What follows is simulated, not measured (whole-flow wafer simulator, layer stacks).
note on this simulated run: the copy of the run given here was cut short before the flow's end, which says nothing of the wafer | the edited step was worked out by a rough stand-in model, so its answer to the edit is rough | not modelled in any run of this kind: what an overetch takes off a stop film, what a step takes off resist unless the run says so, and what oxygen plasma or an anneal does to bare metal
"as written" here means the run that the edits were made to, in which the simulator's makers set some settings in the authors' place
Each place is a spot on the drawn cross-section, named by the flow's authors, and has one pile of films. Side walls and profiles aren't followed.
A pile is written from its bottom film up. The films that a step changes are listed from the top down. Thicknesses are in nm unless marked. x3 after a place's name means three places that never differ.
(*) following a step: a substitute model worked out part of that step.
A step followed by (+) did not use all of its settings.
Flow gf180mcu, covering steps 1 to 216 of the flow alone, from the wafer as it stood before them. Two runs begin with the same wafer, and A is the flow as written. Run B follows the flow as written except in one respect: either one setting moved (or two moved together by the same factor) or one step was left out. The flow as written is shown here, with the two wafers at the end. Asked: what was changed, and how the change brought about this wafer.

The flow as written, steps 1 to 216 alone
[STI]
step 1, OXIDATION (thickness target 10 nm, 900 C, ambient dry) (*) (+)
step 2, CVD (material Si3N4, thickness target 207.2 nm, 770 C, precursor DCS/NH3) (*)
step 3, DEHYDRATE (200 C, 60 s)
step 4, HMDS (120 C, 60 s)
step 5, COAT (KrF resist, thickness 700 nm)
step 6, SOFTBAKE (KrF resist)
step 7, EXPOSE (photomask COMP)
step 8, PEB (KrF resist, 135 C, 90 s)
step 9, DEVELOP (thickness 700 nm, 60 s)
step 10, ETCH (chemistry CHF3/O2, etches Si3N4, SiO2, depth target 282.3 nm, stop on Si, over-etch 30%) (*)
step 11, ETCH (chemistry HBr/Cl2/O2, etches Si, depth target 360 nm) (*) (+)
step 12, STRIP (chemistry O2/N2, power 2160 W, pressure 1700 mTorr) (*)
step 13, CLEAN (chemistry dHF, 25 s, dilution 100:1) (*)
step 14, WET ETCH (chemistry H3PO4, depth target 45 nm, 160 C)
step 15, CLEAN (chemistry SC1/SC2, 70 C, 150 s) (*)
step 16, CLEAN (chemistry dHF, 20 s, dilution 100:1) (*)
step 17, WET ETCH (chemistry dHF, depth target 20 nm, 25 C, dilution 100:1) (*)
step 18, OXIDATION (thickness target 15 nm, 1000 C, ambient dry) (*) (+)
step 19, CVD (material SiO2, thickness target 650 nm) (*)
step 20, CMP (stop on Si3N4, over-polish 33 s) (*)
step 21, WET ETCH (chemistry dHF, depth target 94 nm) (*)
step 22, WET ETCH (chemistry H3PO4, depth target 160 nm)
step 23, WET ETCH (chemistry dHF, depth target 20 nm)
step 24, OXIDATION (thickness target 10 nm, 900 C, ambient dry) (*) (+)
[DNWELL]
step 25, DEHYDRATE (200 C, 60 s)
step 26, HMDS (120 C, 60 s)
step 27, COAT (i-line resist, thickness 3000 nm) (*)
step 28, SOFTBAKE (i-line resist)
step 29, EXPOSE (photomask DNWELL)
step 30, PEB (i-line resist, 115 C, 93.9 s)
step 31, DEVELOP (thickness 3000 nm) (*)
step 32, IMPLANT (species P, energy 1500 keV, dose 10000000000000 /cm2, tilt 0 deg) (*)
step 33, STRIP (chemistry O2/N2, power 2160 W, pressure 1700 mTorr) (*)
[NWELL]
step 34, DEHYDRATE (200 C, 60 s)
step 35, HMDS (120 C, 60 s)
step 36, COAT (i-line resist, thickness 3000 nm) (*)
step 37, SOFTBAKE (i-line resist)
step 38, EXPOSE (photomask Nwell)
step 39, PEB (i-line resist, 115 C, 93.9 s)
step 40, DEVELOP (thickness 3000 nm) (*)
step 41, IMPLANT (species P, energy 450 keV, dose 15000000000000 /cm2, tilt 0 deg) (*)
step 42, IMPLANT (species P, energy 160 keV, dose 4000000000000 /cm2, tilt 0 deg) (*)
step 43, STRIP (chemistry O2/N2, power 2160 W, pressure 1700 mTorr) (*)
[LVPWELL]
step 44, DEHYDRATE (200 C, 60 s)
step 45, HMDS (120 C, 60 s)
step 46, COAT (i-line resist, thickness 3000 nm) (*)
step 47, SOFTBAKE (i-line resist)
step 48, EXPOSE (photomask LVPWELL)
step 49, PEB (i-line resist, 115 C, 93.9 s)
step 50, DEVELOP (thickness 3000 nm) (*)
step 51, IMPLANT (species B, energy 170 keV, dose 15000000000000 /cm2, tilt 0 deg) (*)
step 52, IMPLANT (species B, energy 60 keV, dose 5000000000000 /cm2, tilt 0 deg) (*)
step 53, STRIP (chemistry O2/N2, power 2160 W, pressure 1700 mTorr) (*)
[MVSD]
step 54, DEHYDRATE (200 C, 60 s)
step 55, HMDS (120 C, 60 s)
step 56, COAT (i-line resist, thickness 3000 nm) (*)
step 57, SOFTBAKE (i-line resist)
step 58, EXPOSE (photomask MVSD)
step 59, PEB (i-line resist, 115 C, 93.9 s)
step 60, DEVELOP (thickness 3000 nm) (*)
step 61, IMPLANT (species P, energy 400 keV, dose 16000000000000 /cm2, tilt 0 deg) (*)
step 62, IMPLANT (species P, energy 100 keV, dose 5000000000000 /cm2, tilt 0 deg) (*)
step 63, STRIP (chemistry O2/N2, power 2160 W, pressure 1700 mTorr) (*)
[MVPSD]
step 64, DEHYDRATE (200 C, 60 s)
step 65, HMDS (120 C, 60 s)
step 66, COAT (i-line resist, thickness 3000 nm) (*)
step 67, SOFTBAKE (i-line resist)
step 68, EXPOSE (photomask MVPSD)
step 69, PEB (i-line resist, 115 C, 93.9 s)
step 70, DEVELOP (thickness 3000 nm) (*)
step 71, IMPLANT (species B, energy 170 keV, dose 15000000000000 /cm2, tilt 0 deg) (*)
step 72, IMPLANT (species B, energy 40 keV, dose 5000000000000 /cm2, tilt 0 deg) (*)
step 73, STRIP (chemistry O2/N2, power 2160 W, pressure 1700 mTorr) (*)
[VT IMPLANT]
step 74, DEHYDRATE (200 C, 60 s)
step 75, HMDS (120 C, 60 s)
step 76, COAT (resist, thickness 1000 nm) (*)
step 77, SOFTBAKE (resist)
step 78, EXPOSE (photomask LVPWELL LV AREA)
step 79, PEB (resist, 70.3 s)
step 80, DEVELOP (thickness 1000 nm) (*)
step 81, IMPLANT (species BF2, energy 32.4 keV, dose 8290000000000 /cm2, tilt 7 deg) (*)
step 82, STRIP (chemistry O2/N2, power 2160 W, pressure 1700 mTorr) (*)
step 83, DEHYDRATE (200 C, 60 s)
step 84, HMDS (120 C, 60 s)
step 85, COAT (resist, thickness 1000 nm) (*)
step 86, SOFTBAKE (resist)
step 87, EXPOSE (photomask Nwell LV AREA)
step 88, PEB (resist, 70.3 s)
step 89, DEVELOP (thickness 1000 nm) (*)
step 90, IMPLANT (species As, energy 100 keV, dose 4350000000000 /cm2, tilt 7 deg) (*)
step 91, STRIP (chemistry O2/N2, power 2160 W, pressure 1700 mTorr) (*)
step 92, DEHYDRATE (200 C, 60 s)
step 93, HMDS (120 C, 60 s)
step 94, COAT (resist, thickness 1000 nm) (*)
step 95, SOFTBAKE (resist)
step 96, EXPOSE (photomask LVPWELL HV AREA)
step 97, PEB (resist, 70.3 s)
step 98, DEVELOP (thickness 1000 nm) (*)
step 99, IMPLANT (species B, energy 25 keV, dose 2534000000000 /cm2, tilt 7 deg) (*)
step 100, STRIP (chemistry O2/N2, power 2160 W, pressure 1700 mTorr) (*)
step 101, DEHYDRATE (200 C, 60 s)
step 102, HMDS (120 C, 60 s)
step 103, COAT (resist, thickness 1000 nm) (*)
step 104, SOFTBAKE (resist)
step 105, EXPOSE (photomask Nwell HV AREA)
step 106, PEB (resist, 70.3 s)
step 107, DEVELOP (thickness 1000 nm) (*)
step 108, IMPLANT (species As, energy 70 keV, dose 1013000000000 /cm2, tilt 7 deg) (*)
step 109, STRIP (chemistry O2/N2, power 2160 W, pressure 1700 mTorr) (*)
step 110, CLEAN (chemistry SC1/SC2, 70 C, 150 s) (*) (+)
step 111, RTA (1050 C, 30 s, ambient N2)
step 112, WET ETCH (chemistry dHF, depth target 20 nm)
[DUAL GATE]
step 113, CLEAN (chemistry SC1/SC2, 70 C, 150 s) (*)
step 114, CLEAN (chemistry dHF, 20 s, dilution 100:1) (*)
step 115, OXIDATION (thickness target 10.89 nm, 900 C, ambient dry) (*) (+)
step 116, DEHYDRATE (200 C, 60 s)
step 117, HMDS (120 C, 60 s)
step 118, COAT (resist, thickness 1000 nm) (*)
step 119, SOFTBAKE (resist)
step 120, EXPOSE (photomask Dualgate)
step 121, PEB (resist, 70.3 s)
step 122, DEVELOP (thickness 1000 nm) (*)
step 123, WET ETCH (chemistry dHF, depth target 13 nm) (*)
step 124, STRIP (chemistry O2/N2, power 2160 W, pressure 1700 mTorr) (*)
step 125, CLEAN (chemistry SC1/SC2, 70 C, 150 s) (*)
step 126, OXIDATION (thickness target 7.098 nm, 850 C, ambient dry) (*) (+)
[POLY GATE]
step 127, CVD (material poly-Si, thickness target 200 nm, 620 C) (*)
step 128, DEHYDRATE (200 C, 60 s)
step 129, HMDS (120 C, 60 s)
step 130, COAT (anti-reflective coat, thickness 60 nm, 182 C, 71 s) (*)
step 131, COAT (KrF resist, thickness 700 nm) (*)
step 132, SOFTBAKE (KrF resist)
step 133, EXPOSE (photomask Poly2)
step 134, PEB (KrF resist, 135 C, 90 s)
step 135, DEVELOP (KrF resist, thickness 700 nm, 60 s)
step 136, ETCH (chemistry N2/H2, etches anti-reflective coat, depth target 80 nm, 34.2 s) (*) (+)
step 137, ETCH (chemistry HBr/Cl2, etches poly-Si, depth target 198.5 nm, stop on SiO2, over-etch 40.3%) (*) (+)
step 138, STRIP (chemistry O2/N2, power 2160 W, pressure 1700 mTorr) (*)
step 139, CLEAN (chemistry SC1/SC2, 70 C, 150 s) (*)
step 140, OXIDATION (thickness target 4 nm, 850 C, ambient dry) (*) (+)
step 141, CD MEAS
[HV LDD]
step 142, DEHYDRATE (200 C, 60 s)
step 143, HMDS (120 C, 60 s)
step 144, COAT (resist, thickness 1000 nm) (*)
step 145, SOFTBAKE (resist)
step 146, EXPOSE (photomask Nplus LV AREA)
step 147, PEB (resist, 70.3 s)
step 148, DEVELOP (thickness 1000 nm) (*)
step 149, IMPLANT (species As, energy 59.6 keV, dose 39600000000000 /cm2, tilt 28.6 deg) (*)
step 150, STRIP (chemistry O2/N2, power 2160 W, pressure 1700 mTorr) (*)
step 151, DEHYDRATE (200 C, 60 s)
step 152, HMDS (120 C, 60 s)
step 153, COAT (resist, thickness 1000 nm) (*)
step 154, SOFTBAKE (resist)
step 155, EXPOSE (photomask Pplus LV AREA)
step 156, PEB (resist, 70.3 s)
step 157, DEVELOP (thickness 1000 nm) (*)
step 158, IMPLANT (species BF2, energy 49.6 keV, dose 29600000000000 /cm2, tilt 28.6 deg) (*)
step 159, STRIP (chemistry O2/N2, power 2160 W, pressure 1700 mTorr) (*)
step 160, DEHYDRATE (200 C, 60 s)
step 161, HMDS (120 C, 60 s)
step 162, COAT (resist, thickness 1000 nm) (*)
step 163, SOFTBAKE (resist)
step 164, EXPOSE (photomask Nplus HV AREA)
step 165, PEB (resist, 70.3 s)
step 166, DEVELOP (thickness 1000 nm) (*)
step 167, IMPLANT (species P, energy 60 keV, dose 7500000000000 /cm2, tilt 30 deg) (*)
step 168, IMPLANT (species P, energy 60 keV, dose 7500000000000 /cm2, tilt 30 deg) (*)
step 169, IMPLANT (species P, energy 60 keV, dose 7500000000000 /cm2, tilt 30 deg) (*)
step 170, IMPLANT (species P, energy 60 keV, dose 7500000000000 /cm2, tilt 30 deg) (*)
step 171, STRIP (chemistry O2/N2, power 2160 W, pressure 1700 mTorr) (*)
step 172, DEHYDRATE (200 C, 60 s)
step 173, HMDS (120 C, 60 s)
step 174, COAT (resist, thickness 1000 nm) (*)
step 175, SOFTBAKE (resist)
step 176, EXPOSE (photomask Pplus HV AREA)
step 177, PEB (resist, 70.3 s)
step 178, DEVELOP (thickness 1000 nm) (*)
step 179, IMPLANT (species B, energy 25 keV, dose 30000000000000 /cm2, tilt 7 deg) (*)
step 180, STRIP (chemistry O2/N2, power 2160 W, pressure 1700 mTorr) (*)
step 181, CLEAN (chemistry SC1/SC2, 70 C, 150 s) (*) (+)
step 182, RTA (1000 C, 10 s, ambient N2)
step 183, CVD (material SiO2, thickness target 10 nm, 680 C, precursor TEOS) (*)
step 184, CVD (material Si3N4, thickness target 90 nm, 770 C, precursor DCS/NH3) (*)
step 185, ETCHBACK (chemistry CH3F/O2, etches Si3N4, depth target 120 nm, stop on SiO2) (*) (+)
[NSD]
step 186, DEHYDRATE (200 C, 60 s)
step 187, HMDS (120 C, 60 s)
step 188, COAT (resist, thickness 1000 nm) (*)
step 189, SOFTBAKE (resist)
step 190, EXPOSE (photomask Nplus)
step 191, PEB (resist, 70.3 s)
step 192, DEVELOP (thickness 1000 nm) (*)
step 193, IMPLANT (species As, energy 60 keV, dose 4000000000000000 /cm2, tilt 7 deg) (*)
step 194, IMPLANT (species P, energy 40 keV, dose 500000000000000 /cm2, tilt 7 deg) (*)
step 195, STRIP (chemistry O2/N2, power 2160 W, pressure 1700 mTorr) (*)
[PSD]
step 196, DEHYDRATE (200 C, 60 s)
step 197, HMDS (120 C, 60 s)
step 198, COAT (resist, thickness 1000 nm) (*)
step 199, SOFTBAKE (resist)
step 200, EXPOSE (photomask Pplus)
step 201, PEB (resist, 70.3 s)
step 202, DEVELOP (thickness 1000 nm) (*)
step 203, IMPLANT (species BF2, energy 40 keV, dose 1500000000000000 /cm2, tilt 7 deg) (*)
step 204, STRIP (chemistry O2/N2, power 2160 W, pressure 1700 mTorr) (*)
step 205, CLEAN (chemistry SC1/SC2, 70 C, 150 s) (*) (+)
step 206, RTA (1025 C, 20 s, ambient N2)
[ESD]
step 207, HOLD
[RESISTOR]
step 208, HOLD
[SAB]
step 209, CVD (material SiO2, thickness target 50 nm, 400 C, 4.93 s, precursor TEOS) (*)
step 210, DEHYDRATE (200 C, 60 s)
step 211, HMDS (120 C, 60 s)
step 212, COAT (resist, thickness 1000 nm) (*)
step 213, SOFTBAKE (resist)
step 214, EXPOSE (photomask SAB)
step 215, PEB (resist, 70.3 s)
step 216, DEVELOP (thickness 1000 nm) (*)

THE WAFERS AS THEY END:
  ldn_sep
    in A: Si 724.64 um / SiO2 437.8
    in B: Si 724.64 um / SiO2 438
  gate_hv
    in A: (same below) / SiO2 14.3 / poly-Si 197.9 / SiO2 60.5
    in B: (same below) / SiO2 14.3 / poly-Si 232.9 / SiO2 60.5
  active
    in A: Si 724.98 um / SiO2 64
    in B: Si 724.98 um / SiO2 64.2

The reason: step 127, CVD: thickness target 235 nm was run, whereas the flow has thickness target 200 nm.

How this came from the change, step by step:
  step 127, CVD (material poly-Si, thickness target 200 nm, 620 C) (*)
      field, field__w1, field__w2 and 89 more: A +200 poly-Si (new film) | B +235 poly-Si (new film)
  step 137, ETCH (chemistry HBr/Cl2, etches poly-Si, depth target 198.5 nm, stop on SiO2, over-etch 40.3%) (*) (+)
      field__w3, field__w12, field_sub and 14 more: A -199 poly-Si (all of it), -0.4 SiO2 | B -234 poly-Si (all of it), -0.22 SiO2
      field__w6, sti, m1 and 10 more: A -198.8 poly-Si (all of it), -0.4 SiO2 | B -233.8 poly-Si (all of it), -0.22 SiO2
      (and at 34 other places as well)
  step 144, COAT (resist, thickness 1000 nm) (*)
      polyc_n, polyc_p: A +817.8 resist (new film) | B +788.6 resist (new film)
      gate: A +837.3 resist (new film) | B +808.3 resist (new film)
      (and at 25 other places as well)
  step 145, SOFTBAKE (resist)
      field__w1: A +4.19 resist | B +5.12 resist
      field__w2: A +2.82 resist | B +3.45 resist
      (and at 58 other places as well)
  step 147, PEB (resist, 70.3 s)
      gate, npoly_u: A -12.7 resist | B -12.1 resist
      gate_p, ppoly_u: A -12.8 resist | B -12.2 resist
      (and at 2 other places as well)
  step 148, DEVELOP (thickness 1000 nm) (*)
      gate: A -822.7 resist (all of it) | B -793.6 resist (all of it)
      npoly_u: A -821.5 resist (all of it) | B -793.3 resist (all of it)
      (and at 3 other places as well)
  step 150, STRIP (chemistry O2/N2, power 2160 W, pressure 1700 mTorr) (*)
      gate_hv: A -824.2 resist (all of it) | B -796.8 resist (all of it)
      gate_p: A -828.7 resist (all of it) | B -800.3 resist (all of it)
      (and at 21 other places as well)
  step 153, COAT (resist, thickness 1000 nm) (*)
      polyc_n, polyc_p: A +817.8 resist (new film) | B +788.6 resist (new film)
      gate: A +837.3 resist (new film) | B +808.3 resist (new film)
      (and at 25 other places as well)
  step 154, SOFTBAKE (resist)
      field__w1: A +4.19 resist | B +5.12 resist
      field__w2: A +2.82 resist | B +3.45 resist
      (and at 58 other places as well)
  step 156, PEB (resist, 70.3 s)
      gate, npoly_u: A -12.7 resist | B -12.1 resist
      gate_p, ppoly_u: A -12.8 resist | B -12.2 resist
      (and at 2 other places as well)
  step 157, DEVELOP (thickness 1000 nm) (*)
      gate_p: A -828.7 resist (all of it) | B -800.4 resist (all of it)
      ppoly_u: A -827 resist (all of it) | B -799.8 resist (all of it)
      (and at 3 other places as well)
  step 159, STRIP (chemistry O2/N2, power 2160 W, pressure 1700 mTorr) (*)
      gate: A -822.7 resist (all of it) | B -793.6 resist (all of it)
      gate_hv: A -824.2 resist (all of it) | B -796.8 resist (all of it)
      (and at 21 other places as well)
  step 162, COAT (resist, thickness 1000 nm) (*)
      polyc_n, polyc_p: A +817.8 resist (new film) | B +788.6 resist (new film)
      gate: A +837.3 resist (new film) | B +808.3 resist (new film)
      (and at 25 other places as well)
  step 163, SOFTBAKE (resist)
      field__w1: A +4.19 resist | B +5.12 resist
      field__w2: A +2.82 resist | B +3.45 resist
      (and at 58 other places as well)
  step 165, PEB (resist, 70.3 s)
      gate, npoly_u: A -12.7 resist | B -12.1 resist
      gate_p, ppoly_u: A -12.8 resist | B -12.2 resist
      (and at 2 other places as well)
  step 166, DEVELOP (thickness 1000 nm) (*)
      gate_hv: A -824.2 resist (all of it) | B -796.8 resist (all of it)
      gate_nat: A -854.5 resist (all of it) | B -832.3 resist (all of it)
      (and at 7 other places as well)
  ... 20 other steps ...
  step 216, DEVELOP (thickness 1000 nm) (*)
      gate: A -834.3 resist (all of it) | B -807.6 resist (all of it)
      gate_hv: A -836.1 resist (all of it) | B -811 resist (all of it)
      (and at 24 other places as well)
